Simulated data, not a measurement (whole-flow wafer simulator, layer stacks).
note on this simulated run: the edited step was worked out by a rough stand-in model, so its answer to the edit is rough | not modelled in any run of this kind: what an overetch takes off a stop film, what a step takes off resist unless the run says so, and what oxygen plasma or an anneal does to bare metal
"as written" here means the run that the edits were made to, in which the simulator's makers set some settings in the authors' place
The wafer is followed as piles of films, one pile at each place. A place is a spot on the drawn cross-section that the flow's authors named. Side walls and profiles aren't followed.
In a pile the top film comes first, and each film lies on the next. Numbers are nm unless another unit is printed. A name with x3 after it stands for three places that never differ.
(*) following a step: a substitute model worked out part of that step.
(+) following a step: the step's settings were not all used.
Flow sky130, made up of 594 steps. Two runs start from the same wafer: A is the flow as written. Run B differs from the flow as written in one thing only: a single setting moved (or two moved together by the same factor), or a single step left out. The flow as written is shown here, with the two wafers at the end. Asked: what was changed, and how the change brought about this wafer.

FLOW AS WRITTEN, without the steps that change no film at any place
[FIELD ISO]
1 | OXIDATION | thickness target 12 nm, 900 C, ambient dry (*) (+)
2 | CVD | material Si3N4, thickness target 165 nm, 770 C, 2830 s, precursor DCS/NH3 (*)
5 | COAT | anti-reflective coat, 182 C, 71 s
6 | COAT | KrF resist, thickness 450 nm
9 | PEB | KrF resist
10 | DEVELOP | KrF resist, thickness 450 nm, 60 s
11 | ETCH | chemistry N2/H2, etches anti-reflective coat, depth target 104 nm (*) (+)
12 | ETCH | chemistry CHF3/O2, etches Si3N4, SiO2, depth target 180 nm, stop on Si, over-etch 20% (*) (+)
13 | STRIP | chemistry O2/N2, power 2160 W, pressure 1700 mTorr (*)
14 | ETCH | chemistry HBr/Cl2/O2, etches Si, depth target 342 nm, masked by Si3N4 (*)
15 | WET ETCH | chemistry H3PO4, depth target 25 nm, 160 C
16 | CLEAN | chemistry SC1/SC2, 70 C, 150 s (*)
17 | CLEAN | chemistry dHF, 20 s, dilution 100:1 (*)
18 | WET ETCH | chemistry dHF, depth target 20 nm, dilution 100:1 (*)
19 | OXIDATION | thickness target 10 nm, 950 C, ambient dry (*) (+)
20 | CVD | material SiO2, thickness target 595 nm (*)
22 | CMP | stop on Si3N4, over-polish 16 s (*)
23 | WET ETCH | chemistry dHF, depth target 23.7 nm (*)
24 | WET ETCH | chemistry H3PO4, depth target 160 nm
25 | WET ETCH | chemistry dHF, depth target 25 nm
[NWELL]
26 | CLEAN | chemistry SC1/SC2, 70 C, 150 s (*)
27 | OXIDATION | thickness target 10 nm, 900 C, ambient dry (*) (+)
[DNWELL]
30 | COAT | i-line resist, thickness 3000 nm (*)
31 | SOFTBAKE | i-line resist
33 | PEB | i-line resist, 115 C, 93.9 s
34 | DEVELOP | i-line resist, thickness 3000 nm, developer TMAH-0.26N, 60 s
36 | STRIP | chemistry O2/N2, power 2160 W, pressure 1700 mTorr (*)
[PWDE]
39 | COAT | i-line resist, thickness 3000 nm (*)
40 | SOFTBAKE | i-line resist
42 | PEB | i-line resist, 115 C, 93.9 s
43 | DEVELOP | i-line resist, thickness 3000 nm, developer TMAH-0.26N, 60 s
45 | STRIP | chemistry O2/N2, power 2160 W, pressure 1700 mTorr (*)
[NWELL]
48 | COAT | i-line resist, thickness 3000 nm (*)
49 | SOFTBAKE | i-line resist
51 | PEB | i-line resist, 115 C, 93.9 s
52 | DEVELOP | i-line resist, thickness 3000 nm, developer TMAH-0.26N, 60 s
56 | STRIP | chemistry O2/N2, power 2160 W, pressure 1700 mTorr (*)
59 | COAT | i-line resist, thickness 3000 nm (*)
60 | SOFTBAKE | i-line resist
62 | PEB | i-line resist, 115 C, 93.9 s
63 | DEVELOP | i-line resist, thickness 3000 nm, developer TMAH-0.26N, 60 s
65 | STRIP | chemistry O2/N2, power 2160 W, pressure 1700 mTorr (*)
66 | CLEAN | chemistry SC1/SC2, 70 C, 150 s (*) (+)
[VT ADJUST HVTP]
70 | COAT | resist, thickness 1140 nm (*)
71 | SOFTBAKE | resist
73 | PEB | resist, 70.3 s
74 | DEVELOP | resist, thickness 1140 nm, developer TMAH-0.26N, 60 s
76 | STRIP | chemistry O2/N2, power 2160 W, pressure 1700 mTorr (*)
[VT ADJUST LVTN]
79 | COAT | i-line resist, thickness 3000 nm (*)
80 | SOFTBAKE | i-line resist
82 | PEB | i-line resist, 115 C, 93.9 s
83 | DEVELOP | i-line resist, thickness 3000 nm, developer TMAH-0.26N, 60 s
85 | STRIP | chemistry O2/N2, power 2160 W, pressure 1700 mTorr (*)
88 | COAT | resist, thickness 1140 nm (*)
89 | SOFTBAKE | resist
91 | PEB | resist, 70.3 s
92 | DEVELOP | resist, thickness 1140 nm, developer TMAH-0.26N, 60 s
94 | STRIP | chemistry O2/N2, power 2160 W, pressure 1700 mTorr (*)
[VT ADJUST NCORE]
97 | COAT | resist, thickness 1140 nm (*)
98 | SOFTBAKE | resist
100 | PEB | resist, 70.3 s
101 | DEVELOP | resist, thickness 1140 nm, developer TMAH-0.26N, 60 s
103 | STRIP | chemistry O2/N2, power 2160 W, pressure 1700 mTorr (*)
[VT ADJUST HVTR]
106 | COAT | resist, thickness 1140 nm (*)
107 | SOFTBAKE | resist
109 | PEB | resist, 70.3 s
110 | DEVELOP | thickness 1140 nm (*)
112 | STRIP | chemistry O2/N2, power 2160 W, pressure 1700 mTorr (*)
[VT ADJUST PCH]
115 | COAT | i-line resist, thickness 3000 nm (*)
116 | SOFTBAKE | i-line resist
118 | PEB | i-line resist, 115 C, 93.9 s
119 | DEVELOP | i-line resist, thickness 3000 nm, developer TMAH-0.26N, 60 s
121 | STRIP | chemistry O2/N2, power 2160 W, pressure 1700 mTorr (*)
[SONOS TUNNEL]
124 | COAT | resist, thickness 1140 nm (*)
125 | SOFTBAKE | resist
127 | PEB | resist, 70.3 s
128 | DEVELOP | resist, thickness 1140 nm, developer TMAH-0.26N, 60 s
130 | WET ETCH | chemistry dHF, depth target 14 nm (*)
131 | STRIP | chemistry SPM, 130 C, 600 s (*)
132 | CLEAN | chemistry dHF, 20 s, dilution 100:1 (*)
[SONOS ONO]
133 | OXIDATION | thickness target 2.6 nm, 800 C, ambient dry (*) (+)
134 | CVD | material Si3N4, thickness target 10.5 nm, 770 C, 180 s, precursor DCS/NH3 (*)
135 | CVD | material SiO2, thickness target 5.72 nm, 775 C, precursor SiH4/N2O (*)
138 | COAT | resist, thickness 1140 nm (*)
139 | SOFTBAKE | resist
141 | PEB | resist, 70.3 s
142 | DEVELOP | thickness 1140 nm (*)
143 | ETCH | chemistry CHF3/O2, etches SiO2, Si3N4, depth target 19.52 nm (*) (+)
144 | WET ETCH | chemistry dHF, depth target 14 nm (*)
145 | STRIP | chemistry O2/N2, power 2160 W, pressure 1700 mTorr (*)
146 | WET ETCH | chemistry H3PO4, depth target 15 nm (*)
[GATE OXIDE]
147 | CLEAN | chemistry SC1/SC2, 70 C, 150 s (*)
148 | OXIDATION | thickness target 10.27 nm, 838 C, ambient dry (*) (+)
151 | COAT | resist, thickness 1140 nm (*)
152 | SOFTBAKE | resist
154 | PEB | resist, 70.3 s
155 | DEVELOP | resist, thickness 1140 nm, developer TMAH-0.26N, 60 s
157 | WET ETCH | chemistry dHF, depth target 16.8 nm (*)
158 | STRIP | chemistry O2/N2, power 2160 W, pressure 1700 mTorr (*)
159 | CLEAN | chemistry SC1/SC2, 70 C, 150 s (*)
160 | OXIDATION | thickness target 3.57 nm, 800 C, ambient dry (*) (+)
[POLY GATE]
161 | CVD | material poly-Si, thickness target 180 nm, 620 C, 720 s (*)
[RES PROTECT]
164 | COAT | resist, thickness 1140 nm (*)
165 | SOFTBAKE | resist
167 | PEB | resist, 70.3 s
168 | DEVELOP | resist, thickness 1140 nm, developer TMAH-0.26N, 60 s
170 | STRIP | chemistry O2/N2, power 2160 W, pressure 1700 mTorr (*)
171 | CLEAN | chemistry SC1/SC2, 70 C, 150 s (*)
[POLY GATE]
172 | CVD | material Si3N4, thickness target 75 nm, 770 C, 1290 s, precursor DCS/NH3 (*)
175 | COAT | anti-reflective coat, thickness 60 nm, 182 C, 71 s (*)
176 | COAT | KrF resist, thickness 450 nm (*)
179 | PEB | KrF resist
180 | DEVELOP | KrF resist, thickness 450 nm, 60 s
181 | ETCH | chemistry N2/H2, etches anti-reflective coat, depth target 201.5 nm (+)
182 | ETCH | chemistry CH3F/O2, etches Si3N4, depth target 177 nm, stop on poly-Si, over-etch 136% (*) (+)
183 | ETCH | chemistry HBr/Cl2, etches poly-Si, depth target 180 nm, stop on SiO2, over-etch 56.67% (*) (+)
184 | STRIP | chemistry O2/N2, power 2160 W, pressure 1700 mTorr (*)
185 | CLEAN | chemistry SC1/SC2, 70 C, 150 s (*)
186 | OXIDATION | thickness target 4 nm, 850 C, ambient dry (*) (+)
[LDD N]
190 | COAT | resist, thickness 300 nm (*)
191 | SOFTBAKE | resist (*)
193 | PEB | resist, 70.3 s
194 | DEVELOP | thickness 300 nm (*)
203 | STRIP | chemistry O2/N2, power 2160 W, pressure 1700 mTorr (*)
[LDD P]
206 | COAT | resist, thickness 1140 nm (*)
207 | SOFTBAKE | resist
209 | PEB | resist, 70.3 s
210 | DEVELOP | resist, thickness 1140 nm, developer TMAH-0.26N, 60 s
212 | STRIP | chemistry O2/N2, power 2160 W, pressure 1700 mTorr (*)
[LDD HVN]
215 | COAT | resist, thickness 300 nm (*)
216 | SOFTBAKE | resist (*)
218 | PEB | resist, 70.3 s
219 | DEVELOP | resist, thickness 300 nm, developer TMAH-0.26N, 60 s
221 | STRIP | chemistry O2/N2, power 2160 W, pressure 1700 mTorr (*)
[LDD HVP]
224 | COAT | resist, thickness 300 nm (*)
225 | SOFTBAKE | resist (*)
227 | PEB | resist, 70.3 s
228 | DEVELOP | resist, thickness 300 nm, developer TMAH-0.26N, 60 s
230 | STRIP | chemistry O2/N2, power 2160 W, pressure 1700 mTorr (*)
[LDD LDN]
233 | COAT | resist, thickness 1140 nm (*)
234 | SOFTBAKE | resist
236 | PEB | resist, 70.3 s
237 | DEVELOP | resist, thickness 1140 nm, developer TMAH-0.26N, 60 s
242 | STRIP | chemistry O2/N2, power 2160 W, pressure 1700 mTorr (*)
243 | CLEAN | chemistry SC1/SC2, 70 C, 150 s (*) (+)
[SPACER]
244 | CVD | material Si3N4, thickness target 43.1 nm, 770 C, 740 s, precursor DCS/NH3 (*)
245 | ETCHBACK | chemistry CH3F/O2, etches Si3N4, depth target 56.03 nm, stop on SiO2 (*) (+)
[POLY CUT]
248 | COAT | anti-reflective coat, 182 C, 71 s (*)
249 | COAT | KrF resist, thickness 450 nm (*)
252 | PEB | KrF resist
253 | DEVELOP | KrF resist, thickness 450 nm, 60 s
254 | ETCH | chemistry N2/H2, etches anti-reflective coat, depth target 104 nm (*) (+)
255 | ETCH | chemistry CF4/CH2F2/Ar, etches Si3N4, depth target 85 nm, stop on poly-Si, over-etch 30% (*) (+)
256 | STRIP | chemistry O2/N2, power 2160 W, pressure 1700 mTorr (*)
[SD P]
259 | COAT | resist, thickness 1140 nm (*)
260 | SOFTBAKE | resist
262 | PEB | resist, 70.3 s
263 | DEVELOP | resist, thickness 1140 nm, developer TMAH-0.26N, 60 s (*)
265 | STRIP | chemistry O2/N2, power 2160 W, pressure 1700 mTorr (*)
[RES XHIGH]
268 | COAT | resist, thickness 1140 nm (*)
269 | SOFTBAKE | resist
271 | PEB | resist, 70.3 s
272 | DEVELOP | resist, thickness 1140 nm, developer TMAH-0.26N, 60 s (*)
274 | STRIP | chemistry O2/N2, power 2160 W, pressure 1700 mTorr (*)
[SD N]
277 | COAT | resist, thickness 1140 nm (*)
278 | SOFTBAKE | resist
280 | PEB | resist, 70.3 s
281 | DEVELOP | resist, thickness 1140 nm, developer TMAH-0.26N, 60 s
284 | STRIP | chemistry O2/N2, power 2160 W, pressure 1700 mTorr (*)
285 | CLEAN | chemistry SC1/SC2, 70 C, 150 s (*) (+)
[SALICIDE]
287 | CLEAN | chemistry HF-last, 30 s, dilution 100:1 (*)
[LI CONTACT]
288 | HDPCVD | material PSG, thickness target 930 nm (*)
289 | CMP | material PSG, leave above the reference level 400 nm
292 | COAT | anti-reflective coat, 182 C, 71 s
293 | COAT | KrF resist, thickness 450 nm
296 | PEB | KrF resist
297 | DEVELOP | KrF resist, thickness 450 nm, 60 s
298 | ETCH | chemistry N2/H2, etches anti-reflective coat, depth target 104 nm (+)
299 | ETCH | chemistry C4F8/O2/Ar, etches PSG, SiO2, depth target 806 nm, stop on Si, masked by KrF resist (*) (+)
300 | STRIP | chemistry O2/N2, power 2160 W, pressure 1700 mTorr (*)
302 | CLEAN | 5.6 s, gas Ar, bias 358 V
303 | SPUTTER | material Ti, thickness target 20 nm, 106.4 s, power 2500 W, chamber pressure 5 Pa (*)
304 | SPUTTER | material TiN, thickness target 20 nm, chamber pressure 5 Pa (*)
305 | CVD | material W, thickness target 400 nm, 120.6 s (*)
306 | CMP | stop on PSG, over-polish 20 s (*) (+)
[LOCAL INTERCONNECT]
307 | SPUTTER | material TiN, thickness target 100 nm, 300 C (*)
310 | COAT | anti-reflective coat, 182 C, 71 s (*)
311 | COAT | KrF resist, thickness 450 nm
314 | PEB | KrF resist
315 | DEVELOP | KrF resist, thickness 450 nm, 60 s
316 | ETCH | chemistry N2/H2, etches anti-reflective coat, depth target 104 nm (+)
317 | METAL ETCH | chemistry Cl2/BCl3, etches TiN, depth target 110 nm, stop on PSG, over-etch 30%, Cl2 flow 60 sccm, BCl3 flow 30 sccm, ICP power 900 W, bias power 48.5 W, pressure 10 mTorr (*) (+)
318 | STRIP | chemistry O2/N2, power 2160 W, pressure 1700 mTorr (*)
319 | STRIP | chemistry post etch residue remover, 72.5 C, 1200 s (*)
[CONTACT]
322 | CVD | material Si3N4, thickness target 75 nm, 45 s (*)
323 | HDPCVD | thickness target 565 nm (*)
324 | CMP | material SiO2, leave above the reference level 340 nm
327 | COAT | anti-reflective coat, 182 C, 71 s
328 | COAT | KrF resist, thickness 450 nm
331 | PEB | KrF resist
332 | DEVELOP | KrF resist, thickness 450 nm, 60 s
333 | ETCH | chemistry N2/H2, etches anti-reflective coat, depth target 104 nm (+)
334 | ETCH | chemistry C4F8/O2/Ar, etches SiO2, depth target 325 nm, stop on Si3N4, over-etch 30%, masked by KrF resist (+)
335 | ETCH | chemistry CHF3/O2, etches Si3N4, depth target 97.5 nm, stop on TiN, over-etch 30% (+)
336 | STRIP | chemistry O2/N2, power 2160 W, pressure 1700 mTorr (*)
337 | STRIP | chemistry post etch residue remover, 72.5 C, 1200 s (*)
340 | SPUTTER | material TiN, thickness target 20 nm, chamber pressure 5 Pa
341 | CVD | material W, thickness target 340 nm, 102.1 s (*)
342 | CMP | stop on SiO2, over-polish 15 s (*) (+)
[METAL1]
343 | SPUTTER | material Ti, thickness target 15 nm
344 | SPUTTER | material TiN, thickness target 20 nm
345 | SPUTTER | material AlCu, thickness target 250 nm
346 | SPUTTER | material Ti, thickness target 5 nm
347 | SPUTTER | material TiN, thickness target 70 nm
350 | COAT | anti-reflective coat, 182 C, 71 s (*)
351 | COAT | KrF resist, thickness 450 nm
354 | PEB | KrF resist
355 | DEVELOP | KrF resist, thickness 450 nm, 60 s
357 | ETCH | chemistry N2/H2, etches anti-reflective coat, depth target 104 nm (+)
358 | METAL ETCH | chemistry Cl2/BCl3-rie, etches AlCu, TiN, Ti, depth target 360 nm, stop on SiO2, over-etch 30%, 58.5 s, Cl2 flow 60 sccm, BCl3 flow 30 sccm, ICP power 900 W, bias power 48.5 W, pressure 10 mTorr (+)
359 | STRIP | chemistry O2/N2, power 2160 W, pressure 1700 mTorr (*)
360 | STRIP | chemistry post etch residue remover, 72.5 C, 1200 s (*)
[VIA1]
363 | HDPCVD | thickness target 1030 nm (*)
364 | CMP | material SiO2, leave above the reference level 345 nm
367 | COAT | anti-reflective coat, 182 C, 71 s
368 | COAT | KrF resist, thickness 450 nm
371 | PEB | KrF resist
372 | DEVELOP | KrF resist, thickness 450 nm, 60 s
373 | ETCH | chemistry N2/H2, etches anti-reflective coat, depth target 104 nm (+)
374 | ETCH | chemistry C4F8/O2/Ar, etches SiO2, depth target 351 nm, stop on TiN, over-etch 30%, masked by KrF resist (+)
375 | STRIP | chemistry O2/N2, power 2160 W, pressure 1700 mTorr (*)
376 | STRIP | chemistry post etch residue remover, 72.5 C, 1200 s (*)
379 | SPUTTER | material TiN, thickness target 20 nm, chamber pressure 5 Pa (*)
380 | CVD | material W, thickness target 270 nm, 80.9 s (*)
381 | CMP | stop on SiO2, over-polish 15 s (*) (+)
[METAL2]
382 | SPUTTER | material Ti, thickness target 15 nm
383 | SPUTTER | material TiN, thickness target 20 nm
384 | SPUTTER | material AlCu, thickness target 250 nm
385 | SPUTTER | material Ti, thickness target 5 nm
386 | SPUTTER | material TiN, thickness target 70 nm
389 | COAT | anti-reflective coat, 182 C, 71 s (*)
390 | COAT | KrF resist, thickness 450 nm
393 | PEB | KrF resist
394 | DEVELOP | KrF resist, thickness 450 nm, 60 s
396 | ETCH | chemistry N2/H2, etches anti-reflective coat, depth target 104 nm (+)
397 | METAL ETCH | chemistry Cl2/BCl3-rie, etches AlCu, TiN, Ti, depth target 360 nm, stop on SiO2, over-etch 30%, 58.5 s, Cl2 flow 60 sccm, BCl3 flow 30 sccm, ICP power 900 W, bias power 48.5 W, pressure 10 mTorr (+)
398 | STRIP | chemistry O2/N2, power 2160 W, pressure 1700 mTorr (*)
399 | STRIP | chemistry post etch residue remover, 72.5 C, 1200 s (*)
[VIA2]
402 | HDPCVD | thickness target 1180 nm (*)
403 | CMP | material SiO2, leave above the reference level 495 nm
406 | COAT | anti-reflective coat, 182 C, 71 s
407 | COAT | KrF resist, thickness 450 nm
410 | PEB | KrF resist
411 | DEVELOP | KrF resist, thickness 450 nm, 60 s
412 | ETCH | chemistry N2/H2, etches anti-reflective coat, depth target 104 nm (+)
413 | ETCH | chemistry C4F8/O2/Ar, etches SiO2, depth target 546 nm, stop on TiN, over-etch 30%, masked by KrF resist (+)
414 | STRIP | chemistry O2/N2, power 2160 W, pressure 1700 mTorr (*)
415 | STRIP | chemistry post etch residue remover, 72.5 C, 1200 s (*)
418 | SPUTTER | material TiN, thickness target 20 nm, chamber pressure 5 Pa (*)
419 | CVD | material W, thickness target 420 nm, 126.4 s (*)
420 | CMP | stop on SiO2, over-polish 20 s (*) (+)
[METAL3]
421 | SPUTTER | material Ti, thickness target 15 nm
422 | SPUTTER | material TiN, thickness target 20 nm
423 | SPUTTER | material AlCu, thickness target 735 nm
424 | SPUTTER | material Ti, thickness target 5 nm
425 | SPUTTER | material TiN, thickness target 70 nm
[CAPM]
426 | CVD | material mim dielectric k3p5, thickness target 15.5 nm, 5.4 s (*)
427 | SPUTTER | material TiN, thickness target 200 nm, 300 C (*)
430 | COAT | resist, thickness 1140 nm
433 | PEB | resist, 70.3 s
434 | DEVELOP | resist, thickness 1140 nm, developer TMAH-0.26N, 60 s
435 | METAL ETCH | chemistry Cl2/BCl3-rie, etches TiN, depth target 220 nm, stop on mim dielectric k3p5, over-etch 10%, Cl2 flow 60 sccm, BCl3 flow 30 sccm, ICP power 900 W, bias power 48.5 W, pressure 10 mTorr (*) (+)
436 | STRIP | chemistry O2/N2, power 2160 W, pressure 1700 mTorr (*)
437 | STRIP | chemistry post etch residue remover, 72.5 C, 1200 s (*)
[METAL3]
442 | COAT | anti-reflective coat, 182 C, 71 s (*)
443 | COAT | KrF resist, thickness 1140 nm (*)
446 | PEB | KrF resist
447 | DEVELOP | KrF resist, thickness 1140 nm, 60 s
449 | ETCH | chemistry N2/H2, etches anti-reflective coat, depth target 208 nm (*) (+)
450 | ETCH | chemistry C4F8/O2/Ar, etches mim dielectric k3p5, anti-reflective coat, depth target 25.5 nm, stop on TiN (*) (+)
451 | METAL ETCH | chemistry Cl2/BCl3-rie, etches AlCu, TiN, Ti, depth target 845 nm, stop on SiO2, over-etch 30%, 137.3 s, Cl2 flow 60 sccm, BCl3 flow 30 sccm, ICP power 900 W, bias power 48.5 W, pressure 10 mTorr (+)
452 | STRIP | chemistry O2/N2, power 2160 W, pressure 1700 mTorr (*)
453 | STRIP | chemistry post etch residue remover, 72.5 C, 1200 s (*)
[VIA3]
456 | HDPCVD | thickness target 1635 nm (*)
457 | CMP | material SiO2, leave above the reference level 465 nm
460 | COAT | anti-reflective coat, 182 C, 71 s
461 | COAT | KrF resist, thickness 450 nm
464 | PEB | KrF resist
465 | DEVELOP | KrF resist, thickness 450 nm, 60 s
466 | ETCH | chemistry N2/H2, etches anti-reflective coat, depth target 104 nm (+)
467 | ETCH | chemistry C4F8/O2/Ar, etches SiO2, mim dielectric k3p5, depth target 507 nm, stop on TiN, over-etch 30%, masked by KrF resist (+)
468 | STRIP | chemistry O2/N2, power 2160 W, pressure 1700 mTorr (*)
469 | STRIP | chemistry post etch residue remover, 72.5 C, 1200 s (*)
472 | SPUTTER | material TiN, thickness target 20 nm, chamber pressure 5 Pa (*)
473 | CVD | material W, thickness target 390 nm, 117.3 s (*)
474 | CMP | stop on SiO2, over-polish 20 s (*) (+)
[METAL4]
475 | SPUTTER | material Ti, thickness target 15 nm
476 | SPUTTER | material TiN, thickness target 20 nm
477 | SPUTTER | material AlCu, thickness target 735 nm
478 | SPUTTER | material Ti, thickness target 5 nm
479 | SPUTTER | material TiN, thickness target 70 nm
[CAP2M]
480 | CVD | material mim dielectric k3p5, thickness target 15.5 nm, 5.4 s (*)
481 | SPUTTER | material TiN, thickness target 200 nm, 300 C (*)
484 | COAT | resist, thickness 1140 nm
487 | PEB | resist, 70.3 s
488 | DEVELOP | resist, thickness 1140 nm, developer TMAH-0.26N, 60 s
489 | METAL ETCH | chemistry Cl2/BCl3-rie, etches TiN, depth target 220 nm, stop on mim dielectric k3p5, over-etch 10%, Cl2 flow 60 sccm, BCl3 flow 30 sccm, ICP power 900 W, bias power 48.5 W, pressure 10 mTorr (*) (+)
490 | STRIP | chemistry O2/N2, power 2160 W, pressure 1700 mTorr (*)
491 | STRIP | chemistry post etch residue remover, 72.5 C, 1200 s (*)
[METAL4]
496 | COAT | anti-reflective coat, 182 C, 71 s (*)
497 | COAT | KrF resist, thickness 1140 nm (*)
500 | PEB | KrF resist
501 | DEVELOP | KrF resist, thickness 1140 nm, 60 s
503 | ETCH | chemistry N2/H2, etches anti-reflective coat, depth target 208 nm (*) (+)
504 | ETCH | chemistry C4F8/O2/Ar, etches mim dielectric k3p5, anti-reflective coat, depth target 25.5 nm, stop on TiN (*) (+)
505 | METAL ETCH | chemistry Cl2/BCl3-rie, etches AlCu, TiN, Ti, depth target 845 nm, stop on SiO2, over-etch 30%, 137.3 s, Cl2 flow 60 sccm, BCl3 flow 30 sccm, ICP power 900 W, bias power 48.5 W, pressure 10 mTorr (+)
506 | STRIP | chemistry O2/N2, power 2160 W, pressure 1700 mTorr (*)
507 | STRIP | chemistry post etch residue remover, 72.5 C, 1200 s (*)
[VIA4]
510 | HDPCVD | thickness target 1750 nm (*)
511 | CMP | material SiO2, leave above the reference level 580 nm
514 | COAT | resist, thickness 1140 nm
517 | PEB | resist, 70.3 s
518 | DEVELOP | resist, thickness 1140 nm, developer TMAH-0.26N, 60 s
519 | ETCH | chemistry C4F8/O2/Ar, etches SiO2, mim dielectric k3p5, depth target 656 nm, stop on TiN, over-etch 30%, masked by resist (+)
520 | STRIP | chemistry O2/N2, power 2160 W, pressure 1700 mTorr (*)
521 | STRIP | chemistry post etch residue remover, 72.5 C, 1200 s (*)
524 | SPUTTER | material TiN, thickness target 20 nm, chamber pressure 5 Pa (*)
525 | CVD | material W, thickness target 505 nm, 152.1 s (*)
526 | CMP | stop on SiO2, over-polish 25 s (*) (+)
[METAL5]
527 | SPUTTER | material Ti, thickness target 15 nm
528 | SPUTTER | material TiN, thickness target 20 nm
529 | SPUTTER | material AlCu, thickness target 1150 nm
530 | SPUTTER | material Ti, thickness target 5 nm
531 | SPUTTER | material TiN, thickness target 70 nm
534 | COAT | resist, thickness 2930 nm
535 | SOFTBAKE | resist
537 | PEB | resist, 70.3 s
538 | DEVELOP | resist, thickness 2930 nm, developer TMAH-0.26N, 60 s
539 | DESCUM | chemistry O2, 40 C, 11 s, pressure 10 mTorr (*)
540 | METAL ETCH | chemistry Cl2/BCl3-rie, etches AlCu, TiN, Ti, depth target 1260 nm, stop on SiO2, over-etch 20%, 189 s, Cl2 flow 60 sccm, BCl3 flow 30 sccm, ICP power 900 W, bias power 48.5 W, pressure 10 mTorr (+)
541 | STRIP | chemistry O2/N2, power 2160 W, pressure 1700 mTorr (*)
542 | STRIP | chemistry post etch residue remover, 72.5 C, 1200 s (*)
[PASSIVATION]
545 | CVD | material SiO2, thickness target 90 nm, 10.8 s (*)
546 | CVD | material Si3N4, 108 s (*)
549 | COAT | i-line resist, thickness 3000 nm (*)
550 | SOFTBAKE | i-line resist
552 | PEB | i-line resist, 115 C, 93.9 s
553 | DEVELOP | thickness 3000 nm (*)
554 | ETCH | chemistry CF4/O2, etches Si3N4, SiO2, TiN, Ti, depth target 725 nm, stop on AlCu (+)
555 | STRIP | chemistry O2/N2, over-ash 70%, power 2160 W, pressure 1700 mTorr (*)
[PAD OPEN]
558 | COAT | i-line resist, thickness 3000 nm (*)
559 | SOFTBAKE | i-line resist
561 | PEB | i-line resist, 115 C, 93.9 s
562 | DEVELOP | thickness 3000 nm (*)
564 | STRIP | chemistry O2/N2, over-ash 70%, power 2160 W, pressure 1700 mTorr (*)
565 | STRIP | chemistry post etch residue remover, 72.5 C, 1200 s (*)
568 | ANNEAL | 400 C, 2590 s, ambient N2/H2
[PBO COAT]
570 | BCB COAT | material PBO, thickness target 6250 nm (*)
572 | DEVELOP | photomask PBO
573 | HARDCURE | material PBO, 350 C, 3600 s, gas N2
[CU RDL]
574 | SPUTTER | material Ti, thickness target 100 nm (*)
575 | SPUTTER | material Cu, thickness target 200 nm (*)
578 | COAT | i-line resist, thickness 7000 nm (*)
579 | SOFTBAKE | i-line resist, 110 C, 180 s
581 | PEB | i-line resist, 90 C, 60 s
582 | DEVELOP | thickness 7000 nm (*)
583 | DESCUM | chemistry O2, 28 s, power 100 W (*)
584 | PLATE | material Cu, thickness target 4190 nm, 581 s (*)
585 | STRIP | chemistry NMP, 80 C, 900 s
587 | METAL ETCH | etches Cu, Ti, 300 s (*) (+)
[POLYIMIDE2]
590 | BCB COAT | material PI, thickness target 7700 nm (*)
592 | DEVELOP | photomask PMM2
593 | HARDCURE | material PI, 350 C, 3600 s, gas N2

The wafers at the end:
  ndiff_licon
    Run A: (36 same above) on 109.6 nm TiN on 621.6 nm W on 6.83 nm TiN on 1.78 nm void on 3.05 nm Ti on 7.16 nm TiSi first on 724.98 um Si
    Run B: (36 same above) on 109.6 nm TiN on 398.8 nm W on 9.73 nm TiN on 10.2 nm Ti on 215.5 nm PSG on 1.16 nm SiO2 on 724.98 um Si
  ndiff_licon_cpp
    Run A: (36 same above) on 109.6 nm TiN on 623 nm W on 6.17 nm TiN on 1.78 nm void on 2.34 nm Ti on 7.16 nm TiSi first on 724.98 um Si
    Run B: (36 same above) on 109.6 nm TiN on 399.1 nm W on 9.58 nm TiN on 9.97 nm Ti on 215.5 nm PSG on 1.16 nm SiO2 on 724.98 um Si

Cause: step 299, ETCH: depth target 423 nm was run, whereas the flow has depth target 806 nm.

How this came from the change, step by step:
  299 | ETCH | chemistry C4F8/O2/Ar, etches PSG, SiO2, depth target 806 nm, stop on Si, masked by KrF resist (*) (+)
      contact, ndiff_licon, ndiff_licon_cpp: A PSG loses 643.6 (all of it), SiO2 loses 1.16 (all of it) | B PSG loses 423
      field, active, n_well and 184 more: A KrF resist loses 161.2 | B KrF resist loses 84.6
  300 | STRIP | chemistry O2/N2, power 2160 W, pressure 1700 mTorr (*)
      contact, ndiff_licon, ndiff_licon_cpp: A chemical SiO2 gains 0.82 (new film), Si loses 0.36 | B nothing
      field, active, n_well and 184 more: A KrF resist loses 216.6 (all of it), anti-reflective coat loses 80 (all of it) | B KrF resist loses 293.2 (all of it), anti-reflective coat loses 80 (all of it)
  302 | CLEAN | 5.6 s, gas Ar, bias 358 V
      contact, ndiff_licon, ndiff_licon_cpp: A chemical SiO2 loses 0.82 (all of it) | B PSG loses 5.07
  303 | SPUTTER | material Ti, thickness target 20 nm, 106.4 s, power 2500 W, chamber pressure 5 Pa (*)
      ndiff_licon: A Ti gains 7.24 (new film) | B Ti gains 10.2 (new film)
      ndiff_licon_cpp: A Ti gains 6.53 (new film) | B Ti gains 9.97 (new film)
  304 | SPUTTER | material TiN, thickness target 20 nm, chamber pressure 5 Pa (*)
      ndiff_licon: A TiN gains 6.83 (new film) | B TiN gains 9.73 (new film)
      ndiff_licon_cpp: A TiN gains 6.17 (new film) | B TiN gains 9.58 (new film)
  305 | CVD | material W, thickness target 400 nm, 120.6 s (*)
      ndiff_licon: A W gains 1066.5 (new film) | B W gains 843.7 (new film)
      ndiff_licon_cpp: A W gains 1067.9 (new film) | B W gains 844.1 (new film)
  568 | ANNEAL | 400 C, 2590 s, ambient N2/H2
      ndiff_licon, ndiff_licon_cpp: A under 37 films: void gains 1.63 (new film), Ti loses 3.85, TiSi first gains 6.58 (new film), Si loses 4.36 | B nothing
If metal films that touch count as one body, ndiff_licon has 5 bodies (between them, from the top down: SiO2 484 / mim dielectric k3p5 15.5; SiO2 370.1 / mim dielectric k3p5 15.5; SiO2 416; SiO2 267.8); the flow as written gives 6 bodies (between them, from the top down: SiO2 484 / mim dielectric k3p5 15.5; SiO2 370.1 / mim dielectric k3p5 15.5; SiO2 416; SiO2 267.8; void 1.78).
If metal films that touch count as one body, ndiff_licon_cpp has 5 bodies (between them, from the top down: SiO2 484 / mim dielectric k3p5 15.5; SiO2 370.1 / mim dielectric k3p5 15.5; SiO2 416; SiO2 267.8); the flow as written gives 6 bodies (between them, from the top down: SiO2 484 / mim dielectric k3p5 15.5; SiO2 370.1 / mim dielectric k3p5 15.5; SiO2 416; SiO2 267.8; void 1.78).
